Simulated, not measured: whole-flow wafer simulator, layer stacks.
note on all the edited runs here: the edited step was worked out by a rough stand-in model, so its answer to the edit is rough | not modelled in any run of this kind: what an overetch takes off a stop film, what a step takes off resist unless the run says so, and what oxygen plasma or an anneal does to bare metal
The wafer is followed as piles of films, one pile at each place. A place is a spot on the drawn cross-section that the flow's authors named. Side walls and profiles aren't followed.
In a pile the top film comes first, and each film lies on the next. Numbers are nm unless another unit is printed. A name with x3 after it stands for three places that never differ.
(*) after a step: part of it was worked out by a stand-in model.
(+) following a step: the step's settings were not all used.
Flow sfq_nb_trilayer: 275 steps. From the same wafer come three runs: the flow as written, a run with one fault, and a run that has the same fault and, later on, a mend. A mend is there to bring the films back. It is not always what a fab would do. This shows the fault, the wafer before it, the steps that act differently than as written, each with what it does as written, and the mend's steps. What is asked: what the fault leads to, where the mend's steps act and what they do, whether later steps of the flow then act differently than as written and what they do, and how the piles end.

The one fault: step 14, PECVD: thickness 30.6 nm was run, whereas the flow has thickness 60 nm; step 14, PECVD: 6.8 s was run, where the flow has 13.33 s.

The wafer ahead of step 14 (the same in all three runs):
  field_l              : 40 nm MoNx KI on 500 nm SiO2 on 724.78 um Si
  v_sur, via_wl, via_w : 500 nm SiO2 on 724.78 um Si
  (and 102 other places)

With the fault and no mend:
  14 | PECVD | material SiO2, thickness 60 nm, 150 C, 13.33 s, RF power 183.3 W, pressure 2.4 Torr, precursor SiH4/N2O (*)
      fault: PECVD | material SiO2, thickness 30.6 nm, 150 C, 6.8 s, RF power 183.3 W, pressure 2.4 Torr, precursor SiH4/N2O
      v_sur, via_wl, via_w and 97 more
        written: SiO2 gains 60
        fault: SiO2 gains 30.6
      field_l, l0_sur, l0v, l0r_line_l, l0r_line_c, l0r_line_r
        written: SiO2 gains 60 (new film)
        fault: SiO2 gains 30.6 (new film)
  Steps later in the flow that act otherwise than as written (not shown: 10 more steps that differ only slightly, by at most 2% or 0.5 nm, whichever is larger):
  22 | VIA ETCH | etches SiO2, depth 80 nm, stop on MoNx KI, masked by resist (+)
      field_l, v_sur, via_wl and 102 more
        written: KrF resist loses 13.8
        fault: KrF resist loses 7.87
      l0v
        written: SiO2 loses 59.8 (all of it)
        fault: SiO2 loses 30.4 (all of it)
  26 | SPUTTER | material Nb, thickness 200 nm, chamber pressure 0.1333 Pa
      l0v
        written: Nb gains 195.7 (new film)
        fault: Nb gains 200 (new film)
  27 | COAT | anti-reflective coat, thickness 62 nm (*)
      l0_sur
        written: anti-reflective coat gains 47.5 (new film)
        fault: anti-reflective coat gains 50.8 (new film)
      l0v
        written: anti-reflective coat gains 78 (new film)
        fault: anti-reflective coat gains 68.9 (new film)
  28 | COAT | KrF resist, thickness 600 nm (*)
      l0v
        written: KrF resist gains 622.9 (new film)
        fault: KrF resist gains 605.1 (new film)
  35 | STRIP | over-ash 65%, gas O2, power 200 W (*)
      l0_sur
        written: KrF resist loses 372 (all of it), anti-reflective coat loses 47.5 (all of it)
        fault: KrF resist loses 373.6 (all of it), anti-reflective coat loses 50.8 (all of it)
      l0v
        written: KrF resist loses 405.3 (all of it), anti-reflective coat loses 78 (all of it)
        fault: KrF resist loses 387.4 (all of it), anti-reflective coat loses 68.9 (all of it)
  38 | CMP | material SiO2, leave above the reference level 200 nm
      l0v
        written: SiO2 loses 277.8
        fault: SiO2 loses 311.5
  The piles end different from the flow's at field_l, v_sur, via_wl and 100 more by more than 2% or 0.5 nm, whichever is larger.
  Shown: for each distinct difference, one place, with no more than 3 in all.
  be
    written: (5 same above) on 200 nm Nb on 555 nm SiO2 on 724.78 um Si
    fault: (5 same above) on 200 nm Nb on 525.6 nm SiO2 on 724.78 um Si
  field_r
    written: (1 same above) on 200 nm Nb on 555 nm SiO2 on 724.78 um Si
    fault: (1 same above) on 200 nm Nb on 525.6 nm SiO2 on 724.78 um Si
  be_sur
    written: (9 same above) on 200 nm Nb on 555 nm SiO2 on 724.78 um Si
    fault: (9 same above) on 200 nm Nb on 525.6 nm SiO2 on 724.78 um Si

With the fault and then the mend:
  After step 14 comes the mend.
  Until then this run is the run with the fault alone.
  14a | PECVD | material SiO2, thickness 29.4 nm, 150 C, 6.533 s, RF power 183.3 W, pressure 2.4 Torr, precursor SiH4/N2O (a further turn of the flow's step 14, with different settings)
      field_l, v_sur, via_wl and 103 more
        SiO2 gains 29.4
  Every later step of the flow that is run acts as written, at every place that is followed, to within 2% or 0.5 nm, whichever is larger.
  At every place that both follow, the piles at the end match the flow's.
